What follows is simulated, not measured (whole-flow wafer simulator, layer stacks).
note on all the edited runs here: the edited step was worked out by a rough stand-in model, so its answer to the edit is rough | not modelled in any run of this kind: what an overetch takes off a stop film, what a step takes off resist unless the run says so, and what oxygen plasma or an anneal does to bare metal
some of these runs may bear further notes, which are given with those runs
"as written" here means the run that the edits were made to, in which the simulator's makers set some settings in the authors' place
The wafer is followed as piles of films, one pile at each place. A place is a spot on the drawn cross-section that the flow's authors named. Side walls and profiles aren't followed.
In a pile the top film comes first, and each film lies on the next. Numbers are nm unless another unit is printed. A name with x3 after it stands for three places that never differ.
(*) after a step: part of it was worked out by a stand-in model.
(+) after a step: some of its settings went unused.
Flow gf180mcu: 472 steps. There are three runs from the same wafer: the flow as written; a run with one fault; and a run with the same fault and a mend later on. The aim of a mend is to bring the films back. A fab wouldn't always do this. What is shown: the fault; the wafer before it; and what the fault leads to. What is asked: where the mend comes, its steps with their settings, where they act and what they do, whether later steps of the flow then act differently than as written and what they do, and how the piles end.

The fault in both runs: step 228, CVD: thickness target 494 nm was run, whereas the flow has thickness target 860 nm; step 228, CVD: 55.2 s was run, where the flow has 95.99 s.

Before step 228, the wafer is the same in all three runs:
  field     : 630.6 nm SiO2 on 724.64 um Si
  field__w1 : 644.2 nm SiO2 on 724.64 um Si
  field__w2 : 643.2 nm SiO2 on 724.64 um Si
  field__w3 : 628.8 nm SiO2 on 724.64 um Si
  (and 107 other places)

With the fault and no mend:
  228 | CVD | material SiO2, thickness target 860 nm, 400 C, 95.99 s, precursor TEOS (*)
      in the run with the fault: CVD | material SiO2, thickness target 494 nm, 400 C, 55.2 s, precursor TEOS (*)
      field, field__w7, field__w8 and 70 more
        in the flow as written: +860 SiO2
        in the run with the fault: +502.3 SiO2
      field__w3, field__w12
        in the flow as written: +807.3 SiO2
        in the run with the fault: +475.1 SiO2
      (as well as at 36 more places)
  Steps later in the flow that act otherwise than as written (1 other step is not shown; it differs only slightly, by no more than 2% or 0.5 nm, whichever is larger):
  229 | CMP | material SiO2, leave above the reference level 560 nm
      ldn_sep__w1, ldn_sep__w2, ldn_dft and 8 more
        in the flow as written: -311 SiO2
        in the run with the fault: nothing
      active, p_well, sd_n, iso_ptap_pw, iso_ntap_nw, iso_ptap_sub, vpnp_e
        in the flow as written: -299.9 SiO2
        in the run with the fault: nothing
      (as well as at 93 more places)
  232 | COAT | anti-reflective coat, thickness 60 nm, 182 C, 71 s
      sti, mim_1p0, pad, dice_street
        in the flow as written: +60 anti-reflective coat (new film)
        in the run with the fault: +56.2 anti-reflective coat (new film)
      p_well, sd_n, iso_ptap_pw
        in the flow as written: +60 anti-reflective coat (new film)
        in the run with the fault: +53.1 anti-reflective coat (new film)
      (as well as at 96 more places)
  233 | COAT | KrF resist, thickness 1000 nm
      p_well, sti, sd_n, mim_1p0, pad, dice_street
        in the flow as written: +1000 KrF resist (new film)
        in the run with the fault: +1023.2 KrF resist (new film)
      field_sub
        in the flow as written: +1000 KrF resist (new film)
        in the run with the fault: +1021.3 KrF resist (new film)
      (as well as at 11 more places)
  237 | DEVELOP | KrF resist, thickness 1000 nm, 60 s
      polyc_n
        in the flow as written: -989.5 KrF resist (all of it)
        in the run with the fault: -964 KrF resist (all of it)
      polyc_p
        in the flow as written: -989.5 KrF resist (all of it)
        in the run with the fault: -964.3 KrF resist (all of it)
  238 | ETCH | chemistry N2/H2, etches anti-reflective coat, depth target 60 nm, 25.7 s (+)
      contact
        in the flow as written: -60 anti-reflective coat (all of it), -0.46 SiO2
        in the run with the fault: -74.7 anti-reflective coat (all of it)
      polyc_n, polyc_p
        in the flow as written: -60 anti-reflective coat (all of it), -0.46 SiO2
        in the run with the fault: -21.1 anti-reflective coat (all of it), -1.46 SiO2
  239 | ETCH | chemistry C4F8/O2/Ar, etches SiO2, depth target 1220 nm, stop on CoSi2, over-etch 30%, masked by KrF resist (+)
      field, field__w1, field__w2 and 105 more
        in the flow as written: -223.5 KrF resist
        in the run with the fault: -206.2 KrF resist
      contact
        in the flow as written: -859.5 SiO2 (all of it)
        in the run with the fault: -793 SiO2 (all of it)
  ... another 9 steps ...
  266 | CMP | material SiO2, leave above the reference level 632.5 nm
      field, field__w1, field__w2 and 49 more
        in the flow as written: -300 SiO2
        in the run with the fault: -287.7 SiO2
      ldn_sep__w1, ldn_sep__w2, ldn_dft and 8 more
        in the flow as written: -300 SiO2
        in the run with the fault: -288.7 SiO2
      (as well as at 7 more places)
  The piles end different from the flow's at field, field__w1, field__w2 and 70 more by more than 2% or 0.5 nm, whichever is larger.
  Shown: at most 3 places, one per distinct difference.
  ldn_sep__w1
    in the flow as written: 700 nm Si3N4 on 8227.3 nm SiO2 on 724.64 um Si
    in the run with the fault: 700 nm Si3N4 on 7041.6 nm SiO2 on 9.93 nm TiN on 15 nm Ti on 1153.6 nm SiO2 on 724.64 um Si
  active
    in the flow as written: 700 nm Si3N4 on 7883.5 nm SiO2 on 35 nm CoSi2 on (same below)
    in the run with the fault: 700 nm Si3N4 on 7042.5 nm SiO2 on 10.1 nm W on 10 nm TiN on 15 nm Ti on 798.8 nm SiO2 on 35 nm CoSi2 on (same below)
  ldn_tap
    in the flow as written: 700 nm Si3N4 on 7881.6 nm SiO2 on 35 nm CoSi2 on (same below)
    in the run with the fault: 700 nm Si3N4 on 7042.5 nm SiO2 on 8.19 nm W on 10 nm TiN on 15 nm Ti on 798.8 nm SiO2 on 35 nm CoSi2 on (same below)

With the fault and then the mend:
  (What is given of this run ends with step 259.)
  The mend stands after step 228.
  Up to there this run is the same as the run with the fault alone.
  228a | CVD | material SiO2, thickness target 366 nm, 400 C, 40.85 s, precursor TEOS (*) (the flow's step 228 again, with other settings)
      field, field__w7, field__w8 and 72 more
        +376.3 SiO2
      field_sub__w1, field_sub__w4, field_sub__w5
        +366.4 SiO2
      field__w1, contact
        +369.2 SiO2
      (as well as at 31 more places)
  Steps later in the flow that act otherwise than as written (2 other steps are not shown; they differ only slightly, by no more than 2% or 0.5 nm, whichever is larger):
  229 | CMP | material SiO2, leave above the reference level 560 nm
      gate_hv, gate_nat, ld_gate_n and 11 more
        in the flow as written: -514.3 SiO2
        in the run with the mend: -532.9 SiO2
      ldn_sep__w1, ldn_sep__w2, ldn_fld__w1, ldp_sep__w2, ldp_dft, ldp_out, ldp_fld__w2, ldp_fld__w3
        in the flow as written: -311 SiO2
        in the run with the mend: -329.6 SiO2
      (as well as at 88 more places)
  After step 259 the piles are close to the flow's at the places that both follow, differing by at most 2% or 0.5 nm, whichever is larger.
